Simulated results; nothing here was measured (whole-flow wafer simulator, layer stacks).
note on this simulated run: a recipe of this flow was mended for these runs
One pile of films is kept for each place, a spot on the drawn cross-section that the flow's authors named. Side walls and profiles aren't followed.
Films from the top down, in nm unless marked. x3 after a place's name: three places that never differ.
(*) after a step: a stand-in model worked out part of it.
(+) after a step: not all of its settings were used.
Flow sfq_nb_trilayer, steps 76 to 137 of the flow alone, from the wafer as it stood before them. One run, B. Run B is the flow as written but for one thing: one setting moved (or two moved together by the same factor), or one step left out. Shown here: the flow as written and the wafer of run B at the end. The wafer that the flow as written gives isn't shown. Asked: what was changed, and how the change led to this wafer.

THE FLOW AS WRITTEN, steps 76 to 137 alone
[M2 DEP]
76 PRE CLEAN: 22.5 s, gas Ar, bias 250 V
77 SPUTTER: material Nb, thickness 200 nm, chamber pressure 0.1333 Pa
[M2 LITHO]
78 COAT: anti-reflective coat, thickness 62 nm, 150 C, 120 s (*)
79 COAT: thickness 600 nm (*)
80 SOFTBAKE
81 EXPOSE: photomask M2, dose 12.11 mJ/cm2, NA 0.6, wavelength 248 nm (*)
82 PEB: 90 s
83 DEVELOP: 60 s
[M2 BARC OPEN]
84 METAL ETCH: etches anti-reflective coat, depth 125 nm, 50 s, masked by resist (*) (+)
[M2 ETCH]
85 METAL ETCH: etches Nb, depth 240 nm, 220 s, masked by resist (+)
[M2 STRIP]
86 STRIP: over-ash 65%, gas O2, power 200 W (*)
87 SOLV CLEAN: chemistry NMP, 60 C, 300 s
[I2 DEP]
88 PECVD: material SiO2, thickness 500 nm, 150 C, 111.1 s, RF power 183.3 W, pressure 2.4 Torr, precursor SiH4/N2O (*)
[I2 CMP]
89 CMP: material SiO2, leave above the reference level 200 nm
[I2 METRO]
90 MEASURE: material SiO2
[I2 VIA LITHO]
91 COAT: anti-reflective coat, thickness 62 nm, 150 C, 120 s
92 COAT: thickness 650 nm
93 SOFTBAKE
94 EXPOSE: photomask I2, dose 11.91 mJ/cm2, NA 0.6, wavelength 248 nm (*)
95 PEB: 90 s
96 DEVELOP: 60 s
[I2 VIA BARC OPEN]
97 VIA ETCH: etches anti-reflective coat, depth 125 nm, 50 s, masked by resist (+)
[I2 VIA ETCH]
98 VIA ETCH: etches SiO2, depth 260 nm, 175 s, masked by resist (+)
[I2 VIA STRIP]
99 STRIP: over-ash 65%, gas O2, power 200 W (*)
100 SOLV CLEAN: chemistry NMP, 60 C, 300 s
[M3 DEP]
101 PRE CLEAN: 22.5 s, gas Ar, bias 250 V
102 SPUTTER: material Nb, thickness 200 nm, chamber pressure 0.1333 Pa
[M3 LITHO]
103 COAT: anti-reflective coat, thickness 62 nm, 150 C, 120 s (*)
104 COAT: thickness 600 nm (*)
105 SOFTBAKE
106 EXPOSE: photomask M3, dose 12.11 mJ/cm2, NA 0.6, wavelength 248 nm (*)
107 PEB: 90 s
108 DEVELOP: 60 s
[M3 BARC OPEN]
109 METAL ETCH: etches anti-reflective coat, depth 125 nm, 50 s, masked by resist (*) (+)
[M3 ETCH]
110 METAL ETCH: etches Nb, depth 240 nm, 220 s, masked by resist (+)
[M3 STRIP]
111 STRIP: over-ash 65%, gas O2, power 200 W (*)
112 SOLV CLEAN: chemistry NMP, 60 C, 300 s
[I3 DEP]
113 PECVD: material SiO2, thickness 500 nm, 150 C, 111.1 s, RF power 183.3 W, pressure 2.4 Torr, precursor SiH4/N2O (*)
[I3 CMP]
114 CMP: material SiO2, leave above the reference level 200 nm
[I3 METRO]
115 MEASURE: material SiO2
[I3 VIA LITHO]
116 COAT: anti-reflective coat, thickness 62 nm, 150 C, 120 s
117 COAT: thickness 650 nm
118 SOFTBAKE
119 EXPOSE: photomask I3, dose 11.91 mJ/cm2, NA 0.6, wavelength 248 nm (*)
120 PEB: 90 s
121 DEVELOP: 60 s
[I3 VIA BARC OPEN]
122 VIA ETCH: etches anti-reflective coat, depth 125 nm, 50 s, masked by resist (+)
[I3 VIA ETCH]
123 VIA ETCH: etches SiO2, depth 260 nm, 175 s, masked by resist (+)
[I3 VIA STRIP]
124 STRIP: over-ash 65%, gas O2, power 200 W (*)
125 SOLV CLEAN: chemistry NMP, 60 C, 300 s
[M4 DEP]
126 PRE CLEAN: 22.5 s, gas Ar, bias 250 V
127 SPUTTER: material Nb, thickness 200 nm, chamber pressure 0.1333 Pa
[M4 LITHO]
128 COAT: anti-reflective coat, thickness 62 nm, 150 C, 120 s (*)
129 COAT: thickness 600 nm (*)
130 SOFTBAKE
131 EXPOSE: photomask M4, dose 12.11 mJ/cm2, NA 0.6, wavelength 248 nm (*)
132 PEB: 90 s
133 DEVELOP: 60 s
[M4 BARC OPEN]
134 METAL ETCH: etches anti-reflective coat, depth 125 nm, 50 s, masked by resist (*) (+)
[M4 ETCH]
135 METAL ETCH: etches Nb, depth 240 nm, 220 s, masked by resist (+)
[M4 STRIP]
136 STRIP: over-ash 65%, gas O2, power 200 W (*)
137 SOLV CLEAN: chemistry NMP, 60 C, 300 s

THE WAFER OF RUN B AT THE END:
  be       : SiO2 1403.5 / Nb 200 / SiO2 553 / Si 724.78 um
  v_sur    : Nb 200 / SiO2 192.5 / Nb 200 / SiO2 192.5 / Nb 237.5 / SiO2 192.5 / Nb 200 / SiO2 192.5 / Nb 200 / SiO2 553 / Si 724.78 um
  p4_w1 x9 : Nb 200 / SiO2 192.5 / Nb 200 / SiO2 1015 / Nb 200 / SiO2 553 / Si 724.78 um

The cause: step 77, SPUTTER: thickness 237.5 nm was run, where the flow has thickness 200 nm.
It can be read off the wafer: v_sur has Nb 237.5, and step 77 as written asks for 200 nm.

How the change led to this, step by step:
  77 SPUTTER: material Nb, thickness 200 nm, chamber pressure 0.1333 Pa
      field_l, v_sur, via_wl and 102 more: Nb +237.5 (new film) (as written it would be: Nb +200 (new film))
      via_v: Nb +205.4 (as written it would be: Nb +172.8)
  78 COAT: anti-reflective coat, thickness 62 nm, 150 C, 120 s (*)
      wire: anti-reflective coat +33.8 (new film) (as written it would be: anti-reflective coat +34.6 (new film))
  85 METAL ETCH: etches Nb, depth 240 nm, 220 s, masked by resist (+)
      field_l, be, be_sur and 81 more: Nb -237.5 (all of it), SiO2 -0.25 (as written it would be: Nb -200 (all of it), SiO2 -4)
  86 STRIP: over-ash 65%, gas O2, power 200 W (*)
      wire: KrF-resist-other-grade -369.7 (all of it), anti-reflective coat -33.8 (all of it) (as written it would be: KrF-resist-other-grade -369.7 (all of it), anti-reflective coat -34.6 (all of it))
  88 PECVD: material SiO2, thickness 500 nm, 150 C, 111.1 s, RF power 183.3 W, pressure 2.4 Torr, precursor SiH4/N2O (*)
      via_v: SiO2 +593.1 (new film) (as written it would be: SiO2 +612.8 (new film))
  89 CMP: material SiO2, leave above the reference level 200 nm
      field_l, be, be_sur and 81 more: SiO2 -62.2 (as written it would be: SiO2 -96)
      via_v: SiO2 -157.1 (as written it would be: SiO2 -181.6)
